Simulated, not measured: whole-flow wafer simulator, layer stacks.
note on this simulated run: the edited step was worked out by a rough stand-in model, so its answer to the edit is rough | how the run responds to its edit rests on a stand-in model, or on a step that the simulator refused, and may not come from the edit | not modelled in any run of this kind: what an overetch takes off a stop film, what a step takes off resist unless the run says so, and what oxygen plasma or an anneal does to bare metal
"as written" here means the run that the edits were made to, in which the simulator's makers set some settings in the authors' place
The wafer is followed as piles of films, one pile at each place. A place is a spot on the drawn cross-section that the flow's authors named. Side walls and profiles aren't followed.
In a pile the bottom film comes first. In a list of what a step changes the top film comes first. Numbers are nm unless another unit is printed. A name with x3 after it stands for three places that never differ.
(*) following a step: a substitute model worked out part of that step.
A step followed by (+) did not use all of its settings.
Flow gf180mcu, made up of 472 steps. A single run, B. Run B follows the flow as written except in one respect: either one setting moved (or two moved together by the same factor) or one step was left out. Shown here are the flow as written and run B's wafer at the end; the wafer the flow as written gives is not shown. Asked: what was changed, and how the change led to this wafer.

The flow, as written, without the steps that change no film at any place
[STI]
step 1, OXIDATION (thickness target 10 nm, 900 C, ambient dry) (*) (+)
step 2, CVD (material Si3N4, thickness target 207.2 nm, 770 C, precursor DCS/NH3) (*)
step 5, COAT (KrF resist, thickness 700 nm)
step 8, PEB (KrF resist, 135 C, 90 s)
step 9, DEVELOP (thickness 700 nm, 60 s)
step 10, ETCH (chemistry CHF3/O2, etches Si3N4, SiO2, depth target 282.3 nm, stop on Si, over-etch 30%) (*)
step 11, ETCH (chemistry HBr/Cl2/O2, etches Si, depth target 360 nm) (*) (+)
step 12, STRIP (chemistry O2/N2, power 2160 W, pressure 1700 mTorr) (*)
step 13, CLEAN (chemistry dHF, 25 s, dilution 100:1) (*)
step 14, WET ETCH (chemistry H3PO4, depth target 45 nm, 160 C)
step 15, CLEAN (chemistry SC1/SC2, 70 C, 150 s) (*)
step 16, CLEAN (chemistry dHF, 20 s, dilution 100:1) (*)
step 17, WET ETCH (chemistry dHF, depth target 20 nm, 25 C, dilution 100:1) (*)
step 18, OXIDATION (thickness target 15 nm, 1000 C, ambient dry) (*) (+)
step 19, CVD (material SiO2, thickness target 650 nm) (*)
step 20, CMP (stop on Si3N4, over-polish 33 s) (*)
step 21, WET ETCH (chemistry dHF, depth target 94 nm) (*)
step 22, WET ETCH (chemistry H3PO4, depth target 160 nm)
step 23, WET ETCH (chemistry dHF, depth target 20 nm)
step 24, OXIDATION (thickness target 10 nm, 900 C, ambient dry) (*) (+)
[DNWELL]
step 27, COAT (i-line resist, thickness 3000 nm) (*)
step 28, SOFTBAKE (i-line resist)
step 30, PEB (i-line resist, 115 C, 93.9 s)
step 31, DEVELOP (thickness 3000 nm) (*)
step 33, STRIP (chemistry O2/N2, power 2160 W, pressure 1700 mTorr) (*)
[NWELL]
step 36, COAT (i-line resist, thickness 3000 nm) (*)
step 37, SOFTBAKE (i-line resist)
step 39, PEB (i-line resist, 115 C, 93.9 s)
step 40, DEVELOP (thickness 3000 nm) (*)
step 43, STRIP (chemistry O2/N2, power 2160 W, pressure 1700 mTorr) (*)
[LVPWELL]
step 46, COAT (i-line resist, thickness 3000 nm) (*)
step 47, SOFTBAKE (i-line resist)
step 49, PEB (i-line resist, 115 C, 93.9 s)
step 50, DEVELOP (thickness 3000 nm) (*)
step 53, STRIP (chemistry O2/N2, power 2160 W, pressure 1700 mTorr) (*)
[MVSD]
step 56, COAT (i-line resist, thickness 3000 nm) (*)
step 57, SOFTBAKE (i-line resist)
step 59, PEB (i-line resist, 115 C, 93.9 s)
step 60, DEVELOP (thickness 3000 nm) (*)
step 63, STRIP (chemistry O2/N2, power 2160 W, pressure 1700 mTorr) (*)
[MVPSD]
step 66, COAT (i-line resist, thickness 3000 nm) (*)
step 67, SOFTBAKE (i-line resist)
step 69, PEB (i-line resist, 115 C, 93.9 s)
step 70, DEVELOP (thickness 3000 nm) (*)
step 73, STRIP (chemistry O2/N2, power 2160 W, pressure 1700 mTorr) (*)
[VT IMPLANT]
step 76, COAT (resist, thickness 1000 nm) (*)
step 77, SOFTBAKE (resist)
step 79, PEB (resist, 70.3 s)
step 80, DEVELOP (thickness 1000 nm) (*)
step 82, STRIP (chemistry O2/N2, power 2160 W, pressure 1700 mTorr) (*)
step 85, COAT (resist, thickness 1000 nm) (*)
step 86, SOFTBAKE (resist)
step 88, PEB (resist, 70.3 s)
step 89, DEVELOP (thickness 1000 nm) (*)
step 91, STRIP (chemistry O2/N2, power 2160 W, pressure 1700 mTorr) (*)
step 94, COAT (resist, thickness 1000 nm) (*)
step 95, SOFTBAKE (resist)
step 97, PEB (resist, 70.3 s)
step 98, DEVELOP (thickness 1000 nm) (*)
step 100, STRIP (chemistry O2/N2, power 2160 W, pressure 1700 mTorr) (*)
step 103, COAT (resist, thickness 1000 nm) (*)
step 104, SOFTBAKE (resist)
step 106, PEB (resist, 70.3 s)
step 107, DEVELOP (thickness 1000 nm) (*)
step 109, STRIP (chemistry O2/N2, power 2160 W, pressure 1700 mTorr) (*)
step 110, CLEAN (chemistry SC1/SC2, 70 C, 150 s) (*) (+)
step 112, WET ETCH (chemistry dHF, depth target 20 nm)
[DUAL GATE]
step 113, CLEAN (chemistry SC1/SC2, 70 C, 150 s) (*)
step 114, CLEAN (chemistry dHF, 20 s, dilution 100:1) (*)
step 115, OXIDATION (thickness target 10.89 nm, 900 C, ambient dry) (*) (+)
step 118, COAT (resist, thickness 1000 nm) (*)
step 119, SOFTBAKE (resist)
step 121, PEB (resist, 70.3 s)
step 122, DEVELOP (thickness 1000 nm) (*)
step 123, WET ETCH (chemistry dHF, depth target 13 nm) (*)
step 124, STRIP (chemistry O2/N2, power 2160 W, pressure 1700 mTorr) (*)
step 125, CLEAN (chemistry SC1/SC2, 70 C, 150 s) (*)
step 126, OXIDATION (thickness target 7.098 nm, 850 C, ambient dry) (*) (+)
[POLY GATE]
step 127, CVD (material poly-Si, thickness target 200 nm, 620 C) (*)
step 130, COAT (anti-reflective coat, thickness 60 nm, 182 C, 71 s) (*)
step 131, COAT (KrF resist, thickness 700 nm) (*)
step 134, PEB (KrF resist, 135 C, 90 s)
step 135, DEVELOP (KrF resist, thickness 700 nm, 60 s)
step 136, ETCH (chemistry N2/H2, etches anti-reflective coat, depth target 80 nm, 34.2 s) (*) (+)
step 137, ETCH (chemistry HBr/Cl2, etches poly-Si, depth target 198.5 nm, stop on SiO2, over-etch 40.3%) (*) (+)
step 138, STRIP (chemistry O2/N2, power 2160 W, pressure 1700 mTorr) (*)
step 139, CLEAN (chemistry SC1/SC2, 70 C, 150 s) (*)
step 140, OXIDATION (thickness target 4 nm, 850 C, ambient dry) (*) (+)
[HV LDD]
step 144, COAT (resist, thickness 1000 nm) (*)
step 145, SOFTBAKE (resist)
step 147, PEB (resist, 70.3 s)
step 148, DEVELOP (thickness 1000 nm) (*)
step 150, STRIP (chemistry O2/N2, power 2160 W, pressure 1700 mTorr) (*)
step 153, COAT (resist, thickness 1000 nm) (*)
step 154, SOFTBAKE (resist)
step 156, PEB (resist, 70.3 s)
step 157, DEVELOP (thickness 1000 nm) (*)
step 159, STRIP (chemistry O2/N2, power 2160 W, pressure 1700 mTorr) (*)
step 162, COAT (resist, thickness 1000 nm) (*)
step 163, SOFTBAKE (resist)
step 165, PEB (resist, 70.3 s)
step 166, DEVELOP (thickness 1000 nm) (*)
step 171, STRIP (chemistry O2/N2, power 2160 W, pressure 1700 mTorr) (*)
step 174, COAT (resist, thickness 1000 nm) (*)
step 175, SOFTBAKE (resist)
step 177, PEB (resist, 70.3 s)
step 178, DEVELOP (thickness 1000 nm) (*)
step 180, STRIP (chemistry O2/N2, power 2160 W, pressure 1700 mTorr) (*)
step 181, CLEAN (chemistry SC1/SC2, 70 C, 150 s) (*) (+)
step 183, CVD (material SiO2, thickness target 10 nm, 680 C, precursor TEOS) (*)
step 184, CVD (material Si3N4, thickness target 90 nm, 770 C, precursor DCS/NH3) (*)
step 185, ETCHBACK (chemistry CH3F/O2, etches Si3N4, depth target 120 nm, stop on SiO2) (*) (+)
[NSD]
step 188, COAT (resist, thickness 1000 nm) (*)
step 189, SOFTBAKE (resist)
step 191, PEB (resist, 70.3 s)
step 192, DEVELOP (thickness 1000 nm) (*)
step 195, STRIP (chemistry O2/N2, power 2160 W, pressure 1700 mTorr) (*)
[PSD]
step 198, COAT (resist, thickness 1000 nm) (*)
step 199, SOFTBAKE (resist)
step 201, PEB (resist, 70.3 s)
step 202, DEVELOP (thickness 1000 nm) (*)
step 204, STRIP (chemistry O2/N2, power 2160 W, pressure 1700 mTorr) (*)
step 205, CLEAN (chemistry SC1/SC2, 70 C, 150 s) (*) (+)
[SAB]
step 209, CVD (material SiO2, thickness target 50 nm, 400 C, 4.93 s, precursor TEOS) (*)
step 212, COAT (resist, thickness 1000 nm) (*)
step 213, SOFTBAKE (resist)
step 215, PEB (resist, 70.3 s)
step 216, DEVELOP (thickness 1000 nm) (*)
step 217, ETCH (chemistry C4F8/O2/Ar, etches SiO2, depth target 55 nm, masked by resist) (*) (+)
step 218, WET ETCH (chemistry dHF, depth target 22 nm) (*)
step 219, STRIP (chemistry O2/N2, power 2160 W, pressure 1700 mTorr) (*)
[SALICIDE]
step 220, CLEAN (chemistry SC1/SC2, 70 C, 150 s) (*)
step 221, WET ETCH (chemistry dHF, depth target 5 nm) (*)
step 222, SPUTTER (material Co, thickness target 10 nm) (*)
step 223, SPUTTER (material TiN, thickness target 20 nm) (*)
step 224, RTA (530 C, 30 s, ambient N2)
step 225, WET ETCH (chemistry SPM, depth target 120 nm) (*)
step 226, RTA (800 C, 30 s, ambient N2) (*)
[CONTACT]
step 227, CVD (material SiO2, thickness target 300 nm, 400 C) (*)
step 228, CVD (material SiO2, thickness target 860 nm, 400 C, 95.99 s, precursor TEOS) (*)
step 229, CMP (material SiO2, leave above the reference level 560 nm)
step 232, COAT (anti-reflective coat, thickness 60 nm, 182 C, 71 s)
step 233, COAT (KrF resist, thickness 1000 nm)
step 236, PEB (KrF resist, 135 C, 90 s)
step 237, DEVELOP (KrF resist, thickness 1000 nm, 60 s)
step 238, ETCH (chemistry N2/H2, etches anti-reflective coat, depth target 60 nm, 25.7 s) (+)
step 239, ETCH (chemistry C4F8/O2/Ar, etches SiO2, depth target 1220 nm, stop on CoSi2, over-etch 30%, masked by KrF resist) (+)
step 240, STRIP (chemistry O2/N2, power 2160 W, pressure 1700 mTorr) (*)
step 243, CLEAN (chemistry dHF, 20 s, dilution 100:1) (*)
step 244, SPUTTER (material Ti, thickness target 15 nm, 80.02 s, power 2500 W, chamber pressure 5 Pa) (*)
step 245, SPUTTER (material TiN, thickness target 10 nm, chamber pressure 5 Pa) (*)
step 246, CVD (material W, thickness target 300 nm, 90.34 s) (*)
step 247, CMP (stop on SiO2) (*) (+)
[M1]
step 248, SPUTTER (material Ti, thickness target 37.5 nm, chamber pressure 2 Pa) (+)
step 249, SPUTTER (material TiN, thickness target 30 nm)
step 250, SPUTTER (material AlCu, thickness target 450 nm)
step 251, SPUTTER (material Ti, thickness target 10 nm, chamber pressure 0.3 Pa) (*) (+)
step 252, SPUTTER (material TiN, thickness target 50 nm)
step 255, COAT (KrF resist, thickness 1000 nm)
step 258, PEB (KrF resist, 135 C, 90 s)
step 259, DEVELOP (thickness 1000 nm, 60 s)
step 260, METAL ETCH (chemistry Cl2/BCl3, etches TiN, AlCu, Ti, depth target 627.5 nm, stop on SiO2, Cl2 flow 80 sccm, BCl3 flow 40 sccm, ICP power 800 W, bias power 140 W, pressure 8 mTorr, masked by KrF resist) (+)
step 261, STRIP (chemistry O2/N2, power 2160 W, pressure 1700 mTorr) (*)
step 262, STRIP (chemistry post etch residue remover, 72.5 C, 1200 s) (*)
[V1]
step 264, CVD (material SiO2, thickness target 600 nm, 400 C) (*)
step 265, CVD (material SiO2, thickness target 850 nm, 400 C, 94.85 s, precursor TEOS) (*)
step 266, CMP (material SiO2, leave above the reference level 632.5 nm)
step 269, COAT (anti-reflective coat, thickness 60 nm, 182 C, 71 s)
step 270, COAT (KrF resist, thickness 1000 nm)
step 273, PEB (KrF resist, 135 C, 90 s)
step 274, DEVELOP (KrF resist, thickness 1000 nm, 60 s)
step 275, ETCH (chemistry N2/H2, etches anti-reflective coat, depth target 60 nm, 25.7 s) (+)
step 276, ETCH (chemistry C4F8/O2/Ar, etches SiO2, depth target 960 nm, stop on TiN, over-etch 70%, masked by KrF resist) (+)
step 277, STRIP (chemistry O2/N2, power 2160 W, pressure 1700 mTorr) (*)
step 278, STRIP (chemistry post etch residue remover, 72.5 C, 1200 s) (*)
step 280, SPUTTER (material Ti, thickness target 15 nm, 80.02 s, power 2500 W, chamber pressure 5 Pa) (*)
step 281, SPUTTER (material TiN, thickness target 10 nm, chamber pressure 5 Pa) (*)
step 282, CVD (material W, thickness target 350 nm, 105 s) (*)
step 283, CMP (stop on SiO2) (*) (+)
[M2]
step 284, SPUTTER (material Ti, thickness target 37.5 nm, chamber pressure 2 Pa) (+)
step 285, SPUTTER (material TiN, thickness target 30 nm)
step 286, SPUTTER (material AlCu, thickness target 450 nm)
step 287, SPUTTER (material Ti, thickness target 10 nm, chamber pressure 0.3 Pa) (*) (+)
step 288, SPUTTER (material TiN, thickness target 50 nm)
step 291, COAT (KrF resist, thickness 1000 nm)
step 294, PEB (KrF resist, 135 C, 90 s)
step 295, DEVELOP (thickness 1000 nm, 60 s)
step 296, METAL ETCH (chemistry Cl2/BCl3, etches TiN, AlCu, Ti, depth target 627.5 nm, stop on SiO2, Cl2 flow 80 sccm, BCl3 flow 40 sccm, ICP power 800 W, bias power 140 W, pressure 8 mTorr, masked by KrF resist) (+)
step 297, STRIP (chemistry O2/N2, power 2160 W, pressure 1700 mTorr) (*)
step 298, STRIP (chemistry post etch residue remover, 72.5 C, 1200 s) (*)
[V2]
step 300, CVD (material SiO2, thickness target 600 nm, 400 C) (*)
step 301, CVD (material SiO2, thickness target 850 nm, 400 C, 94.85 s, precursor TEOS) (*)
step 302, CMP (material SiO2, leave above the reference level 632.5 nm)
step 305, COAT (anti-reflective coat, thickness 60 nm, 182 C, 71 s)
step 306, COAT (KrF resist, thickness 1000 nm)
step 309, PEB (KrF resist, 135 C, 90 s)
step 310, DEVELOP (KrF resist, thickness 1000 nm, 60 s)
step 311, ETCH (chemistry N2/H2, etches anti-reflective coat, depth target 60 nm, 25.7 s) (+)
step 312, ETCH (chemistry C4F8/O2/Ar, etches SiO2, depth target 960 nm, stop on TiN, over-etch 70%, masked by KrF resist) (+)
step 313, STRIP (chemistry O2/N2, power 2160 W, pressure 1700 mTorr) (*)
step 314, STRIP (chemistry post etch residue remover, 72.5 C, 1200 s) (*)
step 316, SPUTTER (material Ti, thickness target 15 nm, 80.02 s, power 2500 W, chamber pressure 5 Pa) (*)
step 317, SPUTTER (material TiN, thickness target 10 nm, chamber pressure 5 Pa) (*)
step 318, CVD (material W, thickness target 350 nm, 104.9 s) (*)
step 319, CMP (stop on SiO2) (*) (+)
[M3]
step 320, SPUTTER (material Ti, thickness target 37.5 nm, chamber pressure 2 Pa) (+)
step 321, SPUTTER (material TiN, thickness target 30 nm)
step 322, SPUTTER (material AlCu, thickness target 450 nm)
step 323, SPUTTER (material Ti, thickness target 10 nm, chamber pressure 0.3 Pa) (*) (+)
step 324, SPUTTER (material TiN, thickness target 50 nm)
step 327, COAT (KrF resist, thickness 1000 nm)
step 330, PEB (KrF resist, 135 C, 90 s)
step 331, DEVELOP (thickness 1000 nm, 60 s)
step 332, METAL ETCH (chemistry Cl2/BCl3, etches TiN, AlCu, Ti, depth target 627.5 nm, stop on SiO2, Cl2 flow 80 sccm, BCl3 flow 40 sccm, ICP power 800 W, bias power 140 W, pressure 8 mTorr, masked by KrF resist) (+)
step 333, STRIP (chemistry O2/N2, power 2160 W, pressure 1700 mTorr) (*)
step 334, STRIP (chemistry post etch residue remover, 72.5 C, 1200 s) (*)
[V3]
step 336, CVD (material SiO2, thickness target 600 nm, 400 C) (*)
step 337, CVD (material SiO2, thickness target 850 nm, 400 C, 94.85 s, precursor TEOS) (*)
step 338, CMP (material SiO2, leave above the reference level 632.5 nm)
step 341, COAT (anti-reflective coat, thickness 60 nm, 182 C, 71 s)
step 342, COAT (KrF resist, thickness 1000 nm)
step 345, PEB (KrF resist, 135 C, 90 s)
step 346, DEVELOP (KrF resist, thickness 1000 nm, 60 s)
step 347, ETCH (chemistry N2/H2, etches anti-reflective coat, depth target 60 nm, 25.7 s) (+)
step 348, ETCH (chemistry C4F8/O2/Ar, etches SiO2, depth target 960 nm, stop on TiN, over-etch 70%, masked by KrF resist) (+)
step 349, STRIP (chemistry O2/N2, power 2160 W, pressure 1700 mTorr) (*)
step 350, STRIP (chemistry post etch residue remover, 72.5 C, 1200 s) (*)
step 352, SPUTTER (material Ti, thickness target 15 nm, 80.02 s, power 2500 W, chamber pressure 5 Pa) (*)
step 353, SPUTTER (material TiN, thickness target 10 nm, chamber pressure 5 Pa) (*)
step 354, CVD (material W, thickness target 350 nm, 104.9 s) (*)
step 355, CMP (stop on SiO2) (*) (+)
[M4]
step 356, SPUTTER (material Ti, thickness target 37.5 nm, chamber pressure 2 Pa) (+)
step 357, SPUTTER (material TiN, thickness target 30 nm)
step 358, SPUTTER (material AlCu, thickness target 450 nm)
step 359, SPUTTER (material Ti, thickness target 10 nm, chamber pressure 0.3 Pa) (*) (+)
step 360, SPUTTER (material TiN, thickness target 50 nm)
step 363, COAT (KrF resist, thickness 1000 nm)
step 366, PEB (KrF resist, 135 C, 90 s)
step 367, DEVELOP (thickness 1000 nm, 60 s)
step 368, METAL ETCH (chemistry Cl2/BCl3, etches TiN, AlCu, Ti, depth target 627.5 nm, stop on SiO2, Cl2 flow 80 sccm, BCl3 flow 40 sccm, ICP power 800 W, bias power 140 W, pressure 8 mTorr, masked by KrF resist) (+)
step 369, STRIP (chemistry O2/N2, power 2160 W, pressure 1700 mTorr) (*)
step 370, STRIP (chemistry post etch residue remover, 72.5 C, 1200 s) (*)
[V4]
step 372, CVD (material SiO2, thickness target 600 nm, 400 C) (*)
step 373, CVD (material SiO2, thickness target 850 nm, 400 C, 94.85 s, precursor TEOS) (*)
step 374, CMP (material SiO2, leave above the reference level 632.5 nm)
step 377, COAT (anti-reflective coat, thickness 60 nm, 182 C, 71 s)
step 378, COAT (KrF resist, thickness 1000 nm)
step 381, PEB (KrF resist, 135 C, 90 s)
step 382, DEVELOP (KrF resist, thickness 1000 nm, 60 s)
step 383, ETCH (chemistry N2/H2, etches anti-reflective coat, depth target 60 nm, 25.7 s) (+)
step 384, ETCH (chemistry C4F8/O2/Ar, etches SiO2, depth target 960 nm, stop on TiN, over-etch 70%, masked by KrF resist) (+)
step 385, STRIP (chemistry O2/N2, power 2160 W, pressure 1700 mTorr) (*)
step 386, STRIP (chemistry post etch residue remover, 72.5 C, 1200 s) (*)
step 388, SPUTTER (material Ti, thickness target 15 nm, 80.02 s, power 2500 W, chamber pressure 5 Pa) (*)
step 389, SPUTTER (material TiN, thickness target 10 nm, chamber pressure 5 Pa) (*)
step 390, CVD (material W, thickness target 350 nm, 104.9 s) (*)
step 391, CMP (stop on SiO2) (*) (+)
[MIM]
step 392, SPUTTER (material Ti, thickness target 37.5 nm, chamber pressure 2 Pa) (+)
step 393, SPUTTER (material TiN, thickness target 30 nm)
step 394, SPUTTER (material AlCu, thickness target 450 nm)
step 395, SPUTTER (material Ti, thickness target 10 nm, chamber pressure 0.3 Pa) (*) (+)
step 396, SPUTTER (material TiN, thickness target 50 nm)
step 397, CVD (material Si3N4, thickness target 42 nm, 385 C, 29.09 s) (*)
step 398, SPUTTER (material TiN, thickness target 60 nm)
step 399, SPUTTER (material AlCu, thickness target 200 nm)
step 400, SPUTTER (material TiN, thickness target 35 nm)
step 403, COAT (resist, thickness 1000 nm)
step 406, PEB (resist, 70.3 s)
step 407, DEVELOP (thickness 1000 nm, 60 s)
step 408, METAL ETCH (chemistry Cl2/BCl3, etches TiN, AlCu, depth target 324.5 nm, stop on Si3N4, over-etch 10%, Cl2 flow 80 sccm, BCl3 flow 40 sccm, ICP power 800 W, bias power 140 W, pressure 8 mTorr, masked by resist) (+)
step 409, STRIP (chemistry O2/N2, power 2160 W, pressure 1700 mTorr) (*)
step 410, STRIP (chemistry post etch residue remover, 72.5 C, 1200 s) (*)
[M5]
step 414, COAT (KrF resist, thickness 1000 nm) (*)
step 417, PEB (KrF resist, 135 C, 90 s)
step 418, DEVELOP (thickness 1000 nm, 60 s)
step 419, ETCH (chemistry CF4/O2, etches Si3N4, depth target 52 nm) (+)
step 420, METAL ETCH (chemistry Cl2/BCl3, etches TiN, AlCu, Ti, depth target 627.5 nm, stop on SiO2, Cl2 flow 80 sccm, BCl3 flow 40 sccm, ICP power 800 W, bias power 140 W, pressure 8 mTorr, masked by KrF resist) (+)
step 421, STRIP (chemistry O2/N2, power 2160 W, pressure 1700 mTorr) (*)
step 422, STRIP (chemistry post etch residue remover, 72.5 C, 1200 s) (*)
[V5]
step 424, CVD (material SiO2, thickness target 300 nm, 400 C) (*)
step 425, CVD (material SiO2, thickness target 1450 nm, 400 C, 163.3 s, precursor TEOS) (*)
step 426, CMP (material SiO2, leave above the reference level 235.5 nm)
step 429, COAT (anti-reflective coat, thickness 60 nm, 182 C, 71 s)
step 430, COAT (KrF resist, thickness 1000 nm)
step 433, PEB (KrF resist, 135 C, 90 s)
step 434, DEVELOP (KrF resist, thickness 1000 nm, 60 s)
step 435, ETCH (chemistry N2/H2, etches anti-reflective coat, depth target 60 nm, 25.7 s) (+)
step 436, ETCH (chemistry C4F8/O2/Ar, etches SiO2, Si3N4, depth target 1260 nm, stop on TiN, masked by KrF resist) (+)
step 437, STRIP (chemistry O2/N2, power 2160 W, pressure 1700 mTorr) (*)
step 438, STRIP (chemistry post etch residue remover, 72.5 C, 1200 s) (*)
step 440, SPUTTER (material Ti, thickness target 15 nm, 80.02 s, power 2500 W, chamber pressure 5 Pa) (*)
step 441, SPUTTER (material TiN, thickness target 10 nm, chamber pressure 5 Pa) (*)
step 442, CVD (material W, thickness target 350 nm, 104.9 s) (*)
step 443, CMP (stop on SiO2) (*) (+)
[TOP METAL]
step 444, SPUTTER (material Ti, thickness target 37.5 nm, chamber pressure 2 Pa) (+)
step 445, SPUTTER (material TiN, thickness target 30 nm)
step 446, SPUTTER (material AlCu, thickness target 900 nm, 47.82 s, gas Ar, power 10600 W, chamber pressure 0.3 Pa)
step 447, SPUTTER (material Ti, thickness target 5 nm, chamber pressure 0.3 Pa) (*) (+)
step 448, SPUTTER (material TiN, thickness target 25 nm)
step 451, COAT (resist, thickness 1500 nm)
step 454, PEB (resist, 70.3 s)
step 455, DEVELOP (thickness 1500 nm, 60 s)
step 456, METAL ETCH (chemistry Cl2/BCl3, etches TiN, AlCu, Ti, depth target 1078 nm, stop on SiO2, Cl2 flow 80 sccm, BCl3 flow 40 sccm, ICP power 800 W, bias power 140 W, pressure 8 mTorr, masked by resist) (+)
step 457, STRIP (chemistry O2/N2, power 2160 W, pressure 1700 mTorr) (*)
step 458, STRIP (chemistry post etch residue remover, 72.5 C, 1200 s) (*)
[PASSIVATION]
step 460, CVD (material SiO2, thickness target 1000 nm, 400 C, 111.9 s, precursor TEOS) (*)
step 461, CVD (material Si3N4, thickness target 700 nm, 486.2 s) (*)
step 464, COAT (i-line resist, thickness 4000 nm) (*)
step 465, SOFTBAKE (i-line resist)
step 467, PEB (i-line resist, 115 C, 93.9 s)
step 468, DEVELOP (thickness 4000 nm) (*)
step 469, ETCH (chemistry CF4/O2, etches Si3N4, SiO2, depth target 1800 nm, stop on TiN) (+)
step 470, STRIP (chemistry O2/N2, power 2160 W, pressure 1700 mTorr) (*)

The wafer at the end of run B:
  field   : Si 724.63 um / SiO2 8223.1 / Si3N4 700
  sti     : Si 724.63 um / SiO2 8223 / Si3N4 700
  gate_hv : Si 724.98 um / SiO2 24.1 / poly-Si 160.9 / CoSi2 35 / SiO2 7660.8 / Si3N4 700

What caused this: step 24, OXIDATION: 1035 C was run, while the flow as written has 900 C.

The path from the change to this, step by step:
  step 24, OXIDATION (thickness target 10 nm, 900 C, ambient dry) (*) (+)
      active, n_well, p_well and 40 more: +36 SiO2 (new film), -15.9 Si (as written it would have been: +10 SiO2 (new film), -4.4 Si)
      sti, mim_1p0, pad and 17 more: +5.25 SiO2, -2.31 Si (as written it would have been: +1.02 SiO2, -0.45 Si)
      (as well as at 17 more places)
  step 28, SOFTBAKE (i-line resist)
      nw_enc_fld: +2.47 i-line resist (as written it would have been: -1.36 i-line resist)
      field: +1.57 i-line resist (as written it would have been: +2.45 i-line resist)
      (as well as at 39 more places)
  step 37, SOFTBAKE (i-line resist)
      nw_enc_fld: +2.47 i-line resist (as written it would have been: -1.36 i-line resist)
      field: +1.57 i-line resist (as written it would have been: +2.45 i-line resist)
      (as well as at 39 more places)
  step 47, SOFTBAKE (i-line resist)
      nw_enc_fld: +2.47 i-line resist (as written it would have been: -1.36 i-line resist)
      field: +1.57 i-line resist (as written it would have been: +2.45 i-line resist)
      (as well as at 39 more places)
  step 57, SOFTBAKE (i-line resist)
      nw_enc_fld: +2.47 i-line resist (as written it would have been: -1.36 i-line resist)
      field: +1.57 i-line resist (as written it would have been: +2.45 i-line resist)
      (as well as at 39 more places)
  step 67, SOFTBAKE (i-line resist)
      nw_enc_fld: +2.47 i-line resist (as written it would have been: -1.36 i-line resist)
      field: +1.57 i-line resist (as written it would have been: +2.45 i-line resist)
      (as well as at 39 more places)
  step 77, SOFTBAKE (resist)
      gate_p_hv: +1.12 resist (as written it would have been: +1.75 resist)
      iso_ptap_sub: +1.33 resist (as written it would have been: +1.9 resist)
      (as well as at 1 more place)
  step 86, SOFTBAKE (resist)
      gate_p_hv: +1.12 resist (as written it would have been: +1.75 resist)
      iso_ptap_sub: +1.33 resist (as written it would have been: +1.9 resist)
      (as well as at 1 more place)
  step 95, SOFTBAKE (resist)
      gate_p_hv: +1.12 resist (as written it would have been: +1.75 resist)
      iso_ptap_sub: +1.33 resist (as written it would have been: +1.9 resist)
      (as well as at 1 more place)
  step 104, SOFTBAKE (resist)
      gate_p_hv: +1.12 resist (as written it would have been: +1.75 resist)
      iso_ptap_sub: +1.33 resist (as written it would have been: +1.9 resist)
      (as well as at 1 more place)
  step 112, WET ETCH (chemistry dHF, depth target 20 nm)
      active, n_well, p_well and 40 more: -20 SiO2 (as written it would have been: -9.66 SiO2 (all of it))
  step 113, CLEAN (chemistry SC1/SC2, 70 C, 150 s) (*)
      active, n_well, p_well and 40 more: -0.34 SiO2 (as written it would have been: +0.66 chemical SiO2 (new film), -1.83 Si)
  step 114, CLEAN (chemistry dHF, 20 s, dilution 100:1) (*)
      active, n_well, p_well and 40 more: -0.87 SiO2 (as written it would have been: -0.66 chemical SiO2 (all of it))
  step 115, OXIDATION (thickness target 10.89 nm, 900 C, ambient dry) (*) (+)
      active, n_well, p_well and 40 more: +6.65 SiO2, -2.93 Si (as written it would have been: +10.9 SiO2 (new film), -4.79 Si)
  step 123, WET ETCH (chemistry dHF, depth target 13 nm) (*)
      active, n_well, p_well and 12 more: -13 SiO2 (as written it would have been: -10.9 SiO2 (all of it))
  step 124, STRIP (chemistry O2/N2, power 2160 W, pressure 1700 mTorr) (*)
      active, n_well, p_well and 12 more: nothing (as written it would have been: +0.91 chemical SiO2 (new film), -0.4 Si)
  ... 9 further steps ...
  step 229, CMP (material SiO2, leave above the reference level 560 nm)
      ldn_sep__w1, ldn_sep__w2, ldn_dft and 8 more: -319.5 SiO2 (as written it would have been: -311 SiO2)
      sti, mim_1p0, pad, dice_street, iso_nw_fld, iso_fld_sub: -305.3 SiO2 (as written it would have been: -296.8 SiO2)
      (as well as at 40 more places)
